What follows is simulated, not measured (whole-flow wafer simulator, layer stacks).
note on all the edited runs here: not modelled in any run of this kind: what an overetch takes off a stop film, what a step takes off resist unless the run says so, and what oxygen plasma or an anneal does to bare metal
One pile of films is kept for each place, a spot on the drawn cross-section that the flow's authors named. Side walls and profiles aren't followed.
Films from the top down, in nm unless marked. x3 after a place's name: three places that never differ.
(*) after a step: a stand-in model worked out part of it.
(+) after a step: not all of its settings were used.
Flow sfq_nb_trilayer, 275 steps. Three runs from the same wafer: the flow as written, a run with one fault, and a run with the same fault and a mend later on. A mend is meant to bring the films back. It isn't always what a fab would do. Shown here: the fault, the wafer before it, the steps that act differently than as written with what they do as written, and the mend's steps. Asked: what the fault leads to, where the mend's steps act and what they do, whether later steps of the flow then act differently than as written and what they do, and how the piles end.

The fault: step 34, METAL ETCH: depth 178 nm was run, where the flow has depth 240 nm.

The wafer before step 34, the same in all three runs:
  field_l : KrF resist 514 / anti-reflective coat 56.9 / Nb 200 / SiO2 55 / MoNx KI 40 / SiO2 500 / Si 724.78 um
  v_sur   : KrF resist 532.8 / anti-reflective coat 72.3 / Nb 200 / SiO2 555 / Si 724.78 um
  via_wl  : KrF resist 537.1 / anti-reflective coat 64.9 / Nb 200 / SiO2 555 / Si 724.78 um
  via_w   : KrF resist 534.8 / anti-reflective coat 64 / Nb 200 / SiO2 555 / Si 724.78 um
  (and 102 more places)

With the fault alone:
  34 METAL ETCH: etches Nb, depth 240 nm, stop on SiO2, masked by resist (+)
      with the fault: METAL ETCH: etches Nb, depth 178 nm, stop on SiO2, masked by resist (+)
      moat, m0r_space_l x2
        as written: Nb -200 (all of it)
        with the fault: Nb -178
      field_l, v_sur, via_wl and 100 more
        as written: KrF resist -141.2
        with the fault: KrF resist -104.7
  Later steps of the flow that act differently than as written:
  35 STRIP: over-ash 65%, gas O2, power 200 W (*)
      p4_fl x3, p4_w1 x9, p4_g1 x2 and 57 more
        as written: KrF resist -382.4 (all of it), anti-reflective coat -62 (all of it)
        with the fault: KrF resist -418.9 (all of it), anti-reflective coat -62 (all of it)
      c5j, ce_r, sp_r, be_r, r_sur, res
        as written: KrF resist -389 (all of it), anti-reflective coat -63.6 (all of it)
        with the fault: KrF resist -425.5 (all of it), anti-reflective coat -63.6 (all of it)
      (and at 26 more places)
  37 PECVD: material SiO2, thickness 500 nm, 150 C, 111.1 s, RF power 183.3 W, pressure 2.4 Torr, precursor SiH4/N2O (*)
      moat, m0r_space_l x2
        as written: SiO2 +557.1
        with the fault: SiO2 +535.1 (new film)
  At the end the piles differ from the flow's by more than 2% or 0.5 nm, whichever is larger, at moat, m0r_space_l x2.
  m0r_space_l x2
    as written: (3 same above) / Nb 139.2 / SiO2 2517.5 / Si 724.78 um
    with the fault: (3 same above) / Nb 139.2 / SiO2 1940.5 / Nb 22 / SiO2 555 / Si 724.78 um
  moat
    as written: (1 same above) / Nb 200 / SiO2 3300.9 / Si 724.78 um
    with the fault: (1 same above) / Nb 200 / SiO2 2723.9 / Nb 22 / SiO2 555 / Si 724.78 um

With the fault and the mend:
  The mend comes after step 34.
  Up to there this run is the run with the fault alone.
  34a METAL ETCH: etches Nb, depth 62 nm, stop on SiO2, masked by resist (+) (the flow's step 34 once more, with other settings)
      field_l, v_sur, via_wl and 100 more
        KrF resist -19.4
      moat, m0r_space_l x2
        Nb -22 (all of it)
  Later steps of the flow that act differently than as written:
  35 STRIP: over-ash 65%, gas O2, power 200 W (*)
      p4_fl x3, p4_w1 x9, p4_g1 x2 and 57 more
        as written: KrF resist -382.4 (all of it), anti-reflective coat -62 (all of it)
        with the mend: KrF resist -399.4 (all of it), anti-reflective coat -62 (all of it)
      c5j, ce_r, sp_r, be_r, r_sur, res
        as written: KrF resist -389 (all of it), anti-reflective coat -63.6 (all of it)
        with the mend: KrF resist -406.1 (all of it), anti-reflective coat -63.6 (all of it)
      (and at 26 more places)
  At the end the piles are the same as the flow's at every place that both follow.
